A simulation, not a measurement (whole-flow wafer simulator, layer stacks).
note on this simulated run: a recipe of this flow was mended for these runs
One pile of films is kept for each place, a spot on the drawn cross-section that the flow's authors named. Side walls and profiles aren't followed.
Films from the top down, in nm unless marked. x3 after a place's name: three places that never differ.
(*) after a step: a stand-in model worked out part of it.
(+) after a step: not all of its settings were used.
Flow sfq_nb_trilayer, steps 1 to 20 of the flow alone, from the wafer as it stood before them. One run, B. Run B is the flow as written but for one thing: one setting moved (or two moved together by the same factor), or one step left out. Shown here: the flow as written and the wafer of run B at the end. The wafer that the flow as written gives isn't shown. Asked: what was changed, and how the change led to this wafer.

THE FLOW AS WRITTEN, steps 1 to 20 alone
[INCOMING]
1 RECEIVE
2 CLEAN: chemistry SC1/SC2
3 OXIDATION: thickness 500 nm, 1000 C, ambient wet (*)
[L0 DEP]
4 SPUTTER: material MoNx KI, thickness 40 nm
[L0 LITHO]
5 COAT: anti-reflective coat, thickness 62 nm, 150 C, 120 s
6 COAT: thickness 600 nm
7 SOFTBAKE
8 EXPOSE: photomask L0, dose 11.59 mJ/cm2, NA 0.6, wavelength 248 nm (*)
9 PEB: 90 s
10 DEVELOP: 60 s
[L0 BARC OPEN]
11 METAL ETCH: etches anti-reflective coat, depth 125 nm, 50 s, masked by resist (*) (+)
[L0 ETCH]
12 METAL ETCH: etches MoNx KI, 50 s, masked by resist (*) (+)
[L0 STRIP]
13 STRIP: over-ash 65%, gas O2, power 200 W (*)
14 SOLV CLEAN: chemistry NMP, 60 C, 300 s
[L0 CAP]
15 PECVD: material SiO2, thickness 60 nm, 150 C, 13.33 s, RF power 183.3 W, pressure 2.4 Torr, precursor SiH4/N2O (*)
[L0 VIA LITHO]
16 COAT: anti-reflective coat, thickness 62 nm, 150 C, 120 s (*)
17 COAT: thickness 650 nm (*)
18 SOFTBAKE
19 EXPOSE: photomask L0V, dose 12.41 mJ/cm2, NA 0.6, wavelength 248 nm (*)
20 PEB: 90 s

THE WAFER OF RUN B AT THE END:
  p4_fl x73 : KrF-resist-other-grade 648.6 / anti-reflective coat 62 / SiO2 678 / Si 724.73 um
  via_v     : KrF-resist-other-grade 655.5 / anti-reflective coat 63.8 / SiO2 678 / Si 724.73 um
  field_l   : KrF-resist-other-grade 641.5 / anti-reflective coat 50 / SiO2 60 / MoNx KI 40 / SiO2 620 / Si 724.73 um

The cause: step 3, OXIDATION: thickness 620 nm was run, where the flow has thickness 500 nm.
It can be read off the wafer: field_l has SiO2 620, and step 3 as written asks for 500 nm.

How the change led to this, step by step:
  3 OXIDATION: thickness 500 nm, 1000 C, ambient wet (*)
      field_l, v_sur, via_wl and 103 more: SiO2 +620 (new film), chemical SiO2 -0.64 (all of it), Si -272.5 (as written it would be: SiO2 +500 (new film), chemical SiO2 -0.64 (all of it), Si -219.7)
